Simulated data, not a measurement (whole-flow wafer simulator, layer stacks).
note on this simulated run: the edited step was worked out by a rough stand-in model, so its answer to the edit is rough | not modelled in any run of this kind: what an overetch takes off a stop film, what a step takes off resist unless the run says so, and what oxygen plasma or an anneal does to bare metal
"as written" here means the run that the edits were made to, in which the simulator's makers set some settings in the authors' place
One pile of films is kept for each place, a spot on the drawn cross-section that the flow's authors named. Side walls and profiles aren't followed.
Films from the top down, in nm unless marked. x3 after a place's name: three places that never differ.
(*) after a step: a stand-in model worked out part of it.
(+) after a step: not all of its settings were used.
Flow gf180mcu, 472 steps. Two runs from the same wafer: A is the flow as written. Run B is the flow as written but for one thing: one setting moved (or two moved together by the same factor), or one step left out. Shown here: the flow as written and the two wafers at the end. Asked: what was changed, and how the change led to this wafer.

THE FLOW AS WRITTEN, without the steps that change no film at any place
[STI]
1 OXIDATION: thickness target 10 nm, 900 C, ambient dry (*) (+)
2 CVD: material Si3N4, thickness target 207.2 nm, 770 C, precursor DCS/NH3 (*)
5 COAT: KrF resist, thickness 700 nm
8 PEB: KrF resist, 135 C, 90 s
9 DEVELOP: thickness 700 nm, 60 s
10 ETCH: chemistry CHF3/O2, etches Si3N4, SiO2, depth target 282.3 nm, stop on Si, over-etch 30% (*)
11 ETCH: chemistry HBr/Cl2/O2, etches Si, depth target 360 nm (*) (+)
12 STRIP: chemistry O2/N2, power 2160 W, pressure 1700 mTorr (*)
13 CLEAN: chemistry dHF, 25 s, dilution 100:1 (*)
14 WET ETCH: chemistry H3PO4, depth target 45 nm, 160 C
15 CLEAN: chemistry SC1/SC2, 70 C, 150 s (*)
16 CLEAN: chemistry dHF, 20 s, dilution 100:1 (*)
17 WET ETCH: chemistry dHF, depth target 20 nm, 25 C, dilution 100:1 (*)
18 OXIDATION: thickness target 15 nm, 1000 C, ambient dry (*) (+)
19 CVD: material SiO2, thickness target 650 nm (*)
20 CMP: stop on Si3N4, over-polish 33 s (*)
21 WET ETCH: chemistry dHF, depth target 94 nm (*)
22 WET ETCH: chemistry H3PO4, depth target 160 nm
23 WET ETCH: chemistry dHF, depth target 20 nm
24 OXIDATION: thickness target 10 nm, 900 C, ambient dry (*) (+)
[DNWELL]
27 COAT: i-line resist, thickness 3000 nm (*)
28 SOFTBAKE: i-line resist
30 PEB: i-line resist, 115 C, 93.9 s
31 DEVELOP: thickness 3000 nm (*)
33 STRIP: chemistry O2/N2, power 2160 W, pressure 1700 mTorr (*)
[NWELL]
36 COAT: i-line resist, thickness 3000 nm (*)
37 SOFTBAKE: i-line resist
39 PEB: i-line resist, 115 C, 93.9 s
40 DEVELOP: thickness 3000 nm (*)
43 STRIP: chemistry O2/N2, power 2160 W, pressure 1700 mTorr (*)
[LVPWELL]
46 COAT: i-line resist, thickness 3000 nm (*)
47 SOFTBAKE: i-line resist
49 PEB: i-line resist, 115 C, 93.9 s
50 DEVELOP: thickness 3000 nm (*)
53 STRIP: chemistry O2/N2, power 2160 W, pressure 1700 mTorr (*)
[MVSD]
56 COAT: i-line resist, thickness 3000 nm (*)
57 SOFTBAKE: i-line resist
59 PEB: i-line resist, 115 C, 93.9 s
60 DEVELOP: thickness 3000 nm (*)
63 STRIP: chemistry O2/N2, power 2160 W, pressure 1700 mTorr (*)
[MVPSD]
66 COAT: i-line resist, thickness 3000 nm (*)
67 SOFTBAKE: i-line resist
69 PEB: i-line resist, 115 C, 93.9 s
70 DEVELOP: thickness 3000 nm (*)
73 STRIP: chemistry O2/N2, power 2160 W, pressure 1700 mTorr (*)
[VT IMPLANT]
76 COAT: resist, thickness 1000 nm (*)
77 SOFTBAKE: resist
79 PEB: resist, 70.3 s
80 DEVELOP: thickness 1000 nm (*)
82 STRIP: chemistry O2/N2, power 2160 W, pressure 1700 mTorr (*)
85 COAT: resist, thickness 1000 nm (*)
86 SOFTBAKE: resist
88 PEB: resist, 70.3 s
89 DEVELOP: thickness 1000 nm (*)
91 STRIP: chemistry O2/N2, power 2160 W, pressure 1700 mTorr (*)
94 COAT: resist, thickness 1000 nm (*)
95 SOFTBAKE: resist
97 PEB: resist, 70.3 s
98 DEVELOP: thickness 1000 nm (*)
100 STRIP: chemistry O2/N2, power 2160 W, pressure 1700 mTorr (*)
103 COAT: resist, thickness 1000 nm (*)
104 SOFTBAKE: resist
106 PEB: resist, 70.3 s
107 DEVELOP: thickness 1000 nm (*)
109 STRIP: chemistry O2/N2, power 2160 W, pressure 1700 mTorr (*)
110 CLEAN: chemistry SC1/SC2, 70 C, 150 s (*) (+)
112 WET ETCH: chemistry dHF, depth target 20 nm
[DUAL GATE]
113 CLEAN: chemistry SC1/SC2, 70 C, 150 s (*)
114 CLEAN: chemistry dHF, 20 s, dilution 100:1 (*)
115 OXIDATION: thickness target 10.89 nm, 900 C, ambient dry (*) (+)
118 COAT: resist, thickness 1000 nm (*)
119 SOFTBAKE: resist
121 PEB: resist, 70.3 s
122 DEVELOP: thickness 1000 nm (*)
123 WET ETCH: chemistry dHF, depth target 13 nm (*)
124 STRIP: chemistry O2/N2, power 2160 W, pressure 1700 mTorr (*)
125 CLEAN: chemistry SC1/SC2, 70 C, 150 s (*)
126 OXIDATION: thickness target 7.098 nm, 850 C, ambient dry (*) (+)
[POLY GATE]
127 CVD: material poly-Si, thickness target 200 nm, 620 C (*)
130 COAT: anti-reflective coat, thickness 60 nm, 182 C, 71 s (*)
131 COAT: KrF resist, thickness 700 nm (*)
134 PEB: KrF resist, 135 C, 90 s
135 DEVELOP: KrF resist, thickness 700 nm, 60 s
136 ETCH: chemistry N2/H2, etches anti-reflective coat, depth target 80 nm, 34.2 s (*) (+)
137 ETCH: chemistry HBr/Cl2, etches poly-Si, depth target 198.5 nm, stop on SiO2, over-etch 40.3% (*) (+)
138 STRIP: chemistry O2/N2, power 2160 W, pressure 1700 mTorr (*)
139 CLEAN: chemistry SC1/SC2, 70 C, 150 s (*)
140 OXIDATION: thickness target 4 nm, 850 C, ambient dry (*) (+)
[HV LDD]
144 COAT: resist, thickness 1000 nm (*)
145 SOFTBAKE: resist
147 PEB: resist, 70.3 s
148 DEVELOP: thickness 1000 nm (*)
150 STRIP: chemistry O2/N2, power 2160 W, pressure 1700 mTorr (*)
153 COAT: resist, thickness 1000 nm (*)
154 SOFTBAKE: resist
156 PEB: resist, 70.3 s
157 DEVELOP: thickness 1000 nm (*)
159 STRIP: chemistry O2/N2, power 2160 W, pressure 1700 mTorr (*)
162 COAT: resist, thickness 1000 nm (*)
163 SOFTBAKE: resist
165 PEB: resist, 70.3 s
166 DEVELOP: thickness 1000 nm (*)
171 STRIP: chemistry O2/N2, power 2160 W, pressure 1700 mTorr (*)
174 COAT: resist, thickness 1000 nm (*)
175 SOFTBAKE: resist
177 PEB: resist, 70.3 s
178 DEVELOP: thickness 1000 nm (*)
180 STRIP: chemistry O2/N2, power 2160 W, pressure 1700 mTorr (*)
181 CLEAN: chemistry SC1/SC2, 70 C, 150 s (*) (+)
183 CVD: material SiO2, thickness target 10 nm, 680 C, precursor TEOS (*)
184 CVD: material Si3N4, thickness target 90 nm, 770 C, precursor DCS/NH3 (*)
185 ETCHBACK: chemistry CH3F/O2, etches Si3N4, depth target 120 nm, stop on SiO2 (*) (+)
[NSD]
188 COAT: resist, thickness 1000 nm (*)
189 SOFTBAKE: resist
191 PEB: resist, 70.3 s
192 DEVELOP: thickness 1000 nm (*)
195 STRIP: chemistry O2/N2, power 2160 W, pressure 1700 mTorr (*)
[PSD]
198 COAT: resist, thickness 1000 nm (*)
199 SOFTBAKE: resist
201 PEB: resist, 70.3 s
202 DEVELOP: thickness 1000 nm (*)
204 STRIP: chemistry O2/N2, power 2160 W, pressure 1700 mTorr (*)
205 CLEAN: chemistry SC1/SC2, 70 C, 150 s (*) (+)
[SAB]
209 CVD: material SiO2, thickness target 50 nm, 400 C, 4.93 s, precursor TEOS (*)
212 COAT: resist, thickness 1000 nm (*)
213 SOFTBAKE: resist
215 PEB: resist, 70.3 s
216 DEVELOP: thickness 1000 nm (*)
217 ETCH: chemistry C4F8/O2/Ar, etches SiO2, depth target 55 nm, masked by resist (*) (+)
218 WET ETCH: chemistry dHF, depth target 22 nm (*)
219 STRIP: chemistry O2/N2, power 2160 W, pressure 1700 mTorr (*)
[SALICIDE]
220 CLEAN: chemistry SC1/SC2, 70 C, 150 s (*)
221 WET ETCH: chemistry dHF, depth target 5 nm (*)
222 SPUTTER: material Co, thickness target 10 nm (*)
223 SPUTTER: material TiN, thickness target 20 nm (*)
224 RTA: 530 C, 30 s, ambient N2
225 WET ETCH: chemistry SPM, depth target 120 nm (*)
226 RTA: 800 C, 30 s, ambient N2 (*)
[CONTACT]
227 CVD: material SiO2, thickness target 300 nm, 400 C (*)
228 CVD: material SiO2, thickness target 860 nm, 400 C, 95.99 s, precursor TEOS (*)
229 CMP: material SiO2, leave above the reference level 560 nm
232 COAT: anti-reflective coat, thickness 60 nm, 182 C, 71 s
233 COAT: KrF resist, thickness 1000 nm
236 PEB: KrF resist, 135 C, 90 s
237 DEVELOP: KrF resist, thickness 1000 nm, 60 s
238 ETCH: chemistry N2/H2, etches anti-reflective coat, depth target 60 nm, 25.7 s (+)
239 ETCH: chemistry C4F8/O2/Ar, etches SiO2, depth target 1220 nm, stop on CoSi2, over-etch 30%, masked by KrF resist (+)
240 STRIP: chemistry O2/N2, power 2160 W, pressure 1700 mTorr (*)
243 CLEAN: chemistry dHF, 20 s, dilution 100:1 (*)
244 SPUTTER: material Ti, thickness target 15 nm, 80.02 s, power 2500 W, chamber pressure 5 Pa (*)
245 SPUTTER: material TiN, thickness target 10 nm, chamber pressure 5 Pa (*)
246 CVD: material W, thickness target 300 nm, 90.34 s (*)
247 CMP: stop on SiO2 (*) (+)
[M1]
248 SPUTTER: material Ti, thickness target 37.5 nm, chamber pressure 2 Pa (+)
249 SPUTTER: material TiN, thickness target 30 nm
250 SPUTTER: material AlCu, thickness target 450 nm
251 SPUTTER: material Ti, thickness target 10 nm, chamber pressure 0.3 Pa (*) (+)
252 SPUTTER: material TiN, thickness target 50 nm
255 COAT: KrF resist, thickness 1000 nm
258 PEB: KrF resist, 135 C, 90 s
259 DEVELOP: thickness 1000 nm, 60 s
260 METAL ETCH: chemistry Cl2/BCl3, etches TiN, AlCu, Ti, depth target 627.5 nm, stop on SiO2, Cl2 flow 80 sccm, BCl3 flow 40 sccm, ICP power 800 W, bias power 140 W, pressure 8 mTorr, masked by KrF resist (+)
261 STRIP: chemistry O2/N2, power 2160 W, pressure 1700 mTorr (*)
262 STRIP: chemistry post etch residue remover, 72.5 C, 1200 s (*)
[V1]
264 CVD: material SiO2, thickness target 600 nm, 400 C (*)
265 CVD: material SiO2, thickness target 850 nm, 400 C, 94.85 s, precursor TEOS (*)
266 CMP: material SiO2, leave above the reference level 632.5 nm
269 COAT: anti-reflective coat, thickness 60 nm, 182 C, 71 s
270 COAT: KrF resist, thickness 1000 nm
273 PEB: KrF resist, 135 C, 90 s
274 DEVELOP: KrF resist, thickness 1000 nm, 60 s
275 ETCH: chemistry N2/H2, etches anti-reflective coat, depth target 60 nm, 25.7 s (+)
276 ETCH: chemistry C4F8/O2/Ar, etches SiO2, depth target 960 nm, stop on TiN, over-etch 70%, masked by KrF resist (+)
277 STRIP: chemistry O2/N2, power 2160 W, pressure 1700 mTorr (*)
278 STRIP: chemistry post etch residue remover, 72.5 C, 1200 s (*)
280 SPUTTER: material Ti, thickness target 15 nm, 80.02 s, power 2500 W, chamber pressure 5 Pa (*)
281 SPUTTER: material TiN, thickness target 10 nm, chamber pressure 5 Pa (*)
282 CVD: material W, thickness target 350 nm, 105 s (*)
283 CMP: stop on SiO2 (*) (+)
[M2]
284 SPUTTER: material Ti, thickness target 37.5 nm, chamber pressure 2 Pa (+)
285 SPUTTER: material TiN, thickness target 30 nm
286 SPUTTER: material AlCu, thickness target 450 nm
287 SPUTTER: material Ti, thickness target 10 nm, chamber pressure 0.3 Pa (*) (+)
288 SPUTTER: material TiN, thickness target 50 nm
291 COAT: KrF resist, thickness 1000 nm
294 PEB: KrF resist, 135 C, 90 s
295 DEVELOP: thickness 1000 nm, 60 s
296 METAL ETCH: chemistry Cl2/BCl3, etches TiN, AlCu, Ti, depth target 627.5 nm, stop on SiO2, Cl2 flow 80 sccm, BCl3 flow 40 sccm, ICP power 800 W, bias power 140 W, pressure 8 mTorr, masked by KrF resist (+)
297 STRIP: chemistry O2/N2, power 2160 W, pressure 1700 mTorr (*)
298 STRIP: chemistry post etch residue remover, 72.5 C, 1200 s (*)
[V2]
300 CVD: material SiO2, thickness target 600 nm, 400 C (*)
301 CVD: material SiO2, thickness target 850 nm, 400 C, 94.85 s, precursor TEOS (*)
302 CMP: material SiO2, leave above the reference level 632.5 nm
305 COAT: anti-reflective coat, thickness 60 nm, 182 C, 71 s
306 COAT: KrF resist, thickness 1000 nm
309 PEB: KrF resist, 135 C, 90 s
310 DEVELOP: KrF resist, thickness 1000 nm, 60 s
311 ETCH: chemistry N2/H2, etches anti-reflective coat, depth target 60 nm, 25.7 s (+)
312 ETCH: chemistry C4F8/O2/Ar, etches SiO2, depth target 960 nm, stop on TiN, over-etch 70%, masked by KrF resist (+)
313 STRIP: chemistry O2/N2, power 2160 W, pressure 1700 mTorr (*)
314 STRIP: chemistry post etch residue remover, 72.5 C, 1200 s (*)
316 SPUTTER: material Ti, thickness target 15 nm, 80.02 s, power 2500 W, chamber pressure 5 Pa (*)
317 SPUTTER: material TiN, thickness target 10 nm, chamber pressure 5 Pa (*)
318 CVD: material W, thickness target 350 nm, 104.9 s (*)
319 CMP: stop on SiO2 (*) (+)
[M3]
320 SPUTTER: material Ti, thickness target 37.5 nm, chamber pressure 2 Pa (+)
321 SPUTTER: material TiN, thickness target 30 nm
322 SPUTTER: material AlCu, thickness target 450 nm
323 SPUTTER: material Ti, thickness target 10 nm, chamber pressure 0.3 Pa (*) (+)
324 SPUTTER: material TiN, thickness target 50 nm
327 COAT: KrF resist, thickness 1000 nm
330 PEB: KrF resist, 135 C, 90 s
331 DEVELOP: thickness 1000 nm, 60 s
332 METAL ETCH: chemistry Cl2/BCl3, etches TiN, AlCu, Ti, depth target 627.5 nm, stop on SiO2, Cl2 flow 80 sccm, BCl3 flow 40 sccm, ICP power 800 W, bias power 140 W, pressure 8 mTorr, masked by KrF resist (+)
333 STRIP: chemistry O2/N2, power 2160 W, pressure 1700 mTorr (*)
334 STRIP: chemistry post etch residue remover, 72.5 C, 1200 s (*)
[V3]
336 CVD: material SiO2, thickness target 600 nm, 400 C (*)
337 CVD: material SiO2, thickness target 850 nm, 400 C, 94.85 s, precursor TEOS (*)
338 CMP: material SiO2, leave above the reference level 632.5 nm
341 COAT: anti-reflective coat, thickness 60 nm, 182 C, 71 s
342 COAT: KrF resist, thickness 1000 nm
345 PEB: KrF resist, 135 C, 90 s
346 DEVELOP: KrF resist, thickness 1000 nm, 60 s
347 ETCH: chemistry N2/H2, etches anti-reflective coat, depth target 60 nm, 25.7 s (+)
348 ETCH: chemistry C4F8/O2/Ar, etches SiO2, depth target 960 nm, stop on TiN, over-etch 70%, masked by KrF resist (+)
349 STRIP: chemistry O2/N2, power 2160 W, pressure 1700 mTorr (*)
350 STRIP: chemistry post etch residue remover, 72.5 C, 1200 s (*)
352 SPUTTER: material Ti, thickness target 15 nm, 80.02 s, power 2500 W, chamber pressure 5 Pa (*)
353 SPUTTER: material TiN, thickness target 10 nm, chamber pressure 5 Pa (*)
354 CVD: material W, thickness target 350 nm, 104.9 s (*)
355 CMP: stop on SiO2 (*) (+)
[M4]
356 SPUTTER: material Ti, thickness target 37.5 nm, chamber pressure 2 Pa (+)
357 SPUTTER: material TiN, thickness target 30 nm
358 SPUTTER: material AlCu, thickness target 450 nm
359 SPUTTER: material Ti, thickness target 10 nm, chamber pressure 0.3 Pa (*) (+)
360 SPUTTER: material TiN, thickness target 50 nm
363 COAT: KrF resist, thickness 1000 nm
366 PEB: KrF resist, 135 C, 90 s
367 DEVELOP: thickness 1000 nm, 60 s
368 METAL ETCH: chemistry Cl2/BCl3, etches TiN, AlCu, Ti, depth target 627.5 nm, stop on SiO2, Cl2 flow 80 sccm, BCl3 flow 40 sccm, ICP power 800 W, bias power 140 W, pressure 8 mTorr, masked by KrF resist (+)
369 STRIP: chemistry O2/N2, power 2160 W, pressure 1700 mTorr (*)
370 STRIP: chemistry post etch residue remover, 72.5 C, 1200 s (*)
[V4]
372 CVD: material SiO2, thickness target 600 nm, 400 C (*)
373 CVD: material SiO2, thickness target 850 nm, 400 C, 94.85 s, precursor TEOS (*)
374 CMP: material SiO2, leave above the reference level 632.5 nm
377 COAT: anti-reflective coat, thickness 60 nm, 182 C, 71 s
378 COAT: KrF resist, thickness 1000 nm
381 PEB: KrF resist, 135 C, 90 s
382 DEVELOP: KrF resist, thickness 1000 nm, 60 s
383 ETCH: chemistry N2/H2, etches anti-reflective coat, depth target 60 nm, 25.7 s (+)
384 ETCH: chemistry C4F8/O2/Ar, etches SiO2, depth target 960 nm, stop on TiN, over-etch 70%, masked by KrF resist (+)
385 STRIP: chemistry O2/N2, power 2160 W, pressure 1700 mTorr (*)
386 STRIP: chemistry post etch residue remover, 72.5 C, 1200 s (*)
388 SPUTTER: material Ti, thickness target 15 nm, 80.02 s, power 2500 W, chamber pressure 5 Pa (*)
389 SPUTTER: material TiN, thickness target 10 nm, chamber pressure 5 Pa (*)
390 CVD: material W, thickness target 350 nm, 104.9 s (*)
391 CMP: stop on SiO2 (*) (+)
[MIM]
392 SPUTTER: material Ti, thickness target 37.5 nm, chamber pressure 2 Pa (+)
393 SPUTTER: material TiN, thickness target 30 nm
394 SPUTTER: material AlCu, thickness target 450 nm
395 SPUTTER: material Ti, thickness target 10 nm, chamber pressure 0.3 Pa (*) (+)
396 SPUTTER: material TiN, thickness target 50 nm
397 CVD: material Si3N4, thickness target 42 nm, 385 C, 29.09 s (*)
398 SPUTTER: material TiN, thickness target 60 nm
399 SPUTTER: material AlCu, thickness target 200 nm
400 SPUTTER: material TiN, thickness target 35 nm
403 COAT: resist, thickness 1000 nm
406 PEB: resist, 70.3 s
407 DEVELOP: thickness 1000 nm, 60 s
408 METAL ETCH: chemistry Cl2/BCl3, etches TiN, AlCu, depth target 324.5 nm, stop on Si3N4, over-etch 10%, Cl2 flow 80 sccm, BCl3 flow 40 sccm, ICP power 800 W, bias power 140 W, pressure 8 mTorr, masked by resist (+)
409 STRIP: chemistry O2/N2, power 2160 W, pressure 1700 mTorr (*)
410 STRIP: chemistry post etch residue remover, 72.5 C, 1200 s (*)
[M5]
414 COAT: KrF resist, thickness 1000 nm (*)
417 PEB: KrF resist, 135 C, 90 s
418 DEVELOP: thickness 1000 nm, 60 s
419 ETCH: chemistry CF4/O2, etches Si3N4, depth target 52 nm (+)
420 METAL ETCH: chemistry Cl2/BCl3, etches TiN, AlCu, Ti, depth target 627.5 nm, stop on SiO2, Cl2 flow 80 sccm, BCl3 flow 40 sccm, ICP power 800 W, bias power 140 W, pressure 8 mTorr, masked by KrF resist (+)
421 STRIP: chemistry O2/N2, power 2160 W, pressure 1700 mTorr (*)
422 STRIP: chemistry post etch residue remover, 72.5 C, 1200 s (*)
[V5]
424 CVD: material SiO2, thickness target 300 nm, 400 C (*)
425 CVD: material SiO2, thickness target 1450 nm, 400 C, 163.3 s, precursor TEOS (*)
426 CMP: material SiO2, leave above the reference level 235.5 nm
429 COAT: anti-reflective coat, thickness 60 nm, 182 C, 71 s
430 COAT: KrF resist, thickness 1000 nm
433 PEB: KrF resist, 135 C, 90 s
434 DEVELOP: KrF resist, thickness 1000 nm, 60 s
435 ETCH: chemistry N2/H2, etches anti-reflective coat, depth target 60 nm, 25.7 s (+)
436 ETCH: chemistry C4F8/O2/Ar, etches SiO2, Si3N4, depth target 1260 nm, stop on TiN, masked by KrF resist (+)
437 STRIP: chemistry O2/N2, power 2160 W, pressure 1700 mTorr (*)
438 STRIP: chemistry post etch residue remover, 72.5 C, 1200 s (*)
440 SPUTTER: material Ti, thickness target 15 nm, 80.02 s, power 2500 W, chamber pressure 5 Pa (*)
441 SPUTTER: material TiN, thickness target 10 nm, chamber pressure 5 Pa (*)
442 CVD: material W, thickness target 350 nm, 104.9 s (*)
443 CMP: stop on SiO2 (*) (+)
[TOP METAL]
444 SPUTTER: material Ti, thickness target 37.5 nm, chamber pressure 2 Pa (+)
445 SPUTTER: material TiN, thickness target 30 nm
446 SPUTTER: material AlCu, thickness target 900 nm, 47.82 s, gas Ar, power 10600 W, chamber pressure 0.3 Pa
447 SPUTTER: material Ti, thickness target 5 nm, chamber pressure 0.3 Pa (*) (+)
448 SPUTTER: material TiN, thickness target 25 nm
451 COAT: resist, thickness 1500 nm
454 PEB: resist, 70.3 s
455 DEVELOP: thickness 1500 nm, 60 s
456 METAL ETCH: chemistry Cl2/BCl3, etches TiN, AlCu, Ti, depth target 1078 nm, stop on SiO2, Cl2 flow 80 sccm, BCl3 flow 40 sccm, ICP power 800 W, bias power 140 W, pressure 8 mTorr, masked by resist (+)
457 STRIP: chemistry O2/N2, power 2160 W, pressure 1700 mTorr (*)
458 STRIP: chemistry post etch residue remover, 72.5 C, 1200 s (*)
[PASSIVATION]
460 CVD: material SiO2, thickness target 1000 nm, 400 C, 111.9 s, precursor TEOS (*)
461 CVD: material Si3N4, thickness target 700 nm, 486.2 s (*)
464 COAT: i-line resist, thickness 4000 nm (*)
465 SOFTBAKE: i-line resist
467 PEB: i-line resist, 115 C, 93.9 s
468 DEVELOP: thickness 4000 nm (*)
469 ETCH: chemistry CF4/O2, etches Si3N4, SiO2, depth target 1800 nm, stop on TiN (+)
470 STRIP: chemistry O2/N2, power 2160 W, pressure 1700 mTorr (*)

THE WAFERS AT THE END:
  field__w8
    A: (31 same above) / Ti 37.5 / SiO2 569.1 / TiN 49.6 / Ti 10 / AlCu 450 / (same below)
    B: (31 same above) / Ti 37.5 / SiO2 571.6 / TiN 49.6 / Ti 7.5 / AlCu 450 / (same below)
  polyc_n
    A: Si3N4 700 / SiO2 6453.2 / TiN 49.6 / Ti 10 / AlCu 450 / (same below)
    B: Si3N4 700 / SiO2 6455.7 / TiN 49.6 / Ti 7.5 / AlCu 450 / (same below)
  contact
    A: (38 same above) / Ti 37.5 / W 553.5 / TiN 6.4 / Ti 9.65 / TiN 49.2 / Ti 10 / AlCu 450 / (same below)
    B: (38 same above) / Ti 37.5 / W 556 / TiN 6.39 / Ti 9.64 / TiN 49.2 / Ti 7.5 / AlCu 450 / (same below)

The cause: step 251, SPUTTER: thickness target 7.5 nm was run, where the flow has thickness target 10 nm.
It can be read off the wafer: field__w8 has Ti 7.5, and step 251 as written asks for 10 nm.

How the change led to this, step by step:
  251 SPUTTER: material Ti, thickness target 10 nm, chamber pressure 0.3 Pa (*) (+)
      field, field__w1, field__w2 and 108 more: A Ti +10 (new film) | B Ti +7.5 (new film)
  260 METAL ETCH: chemistry Cl2/BCl3, etches TiN, AlCu, Ti, depth target 627.5 nm, stop on SiO2, Cl2 flow 80 sccm, BCl3 flow 40 sccm, ICP power 800 W, bias power 140 W, pressure 8 mTorr, masked by KrF resist (+)
      field, field__w1, field__w2 and 99 more: A TiN -50 (all of it), Ti -10 (all of it), AlCu -450 (all of it), TiN -30 (all of it), Ti -37.5 (all of it) | B TiN -50 (all of it), Ti -7.5 (all of it), AlCu -450 (all of it), TiN -30 (all of it), Ti -37.5 (all of it)
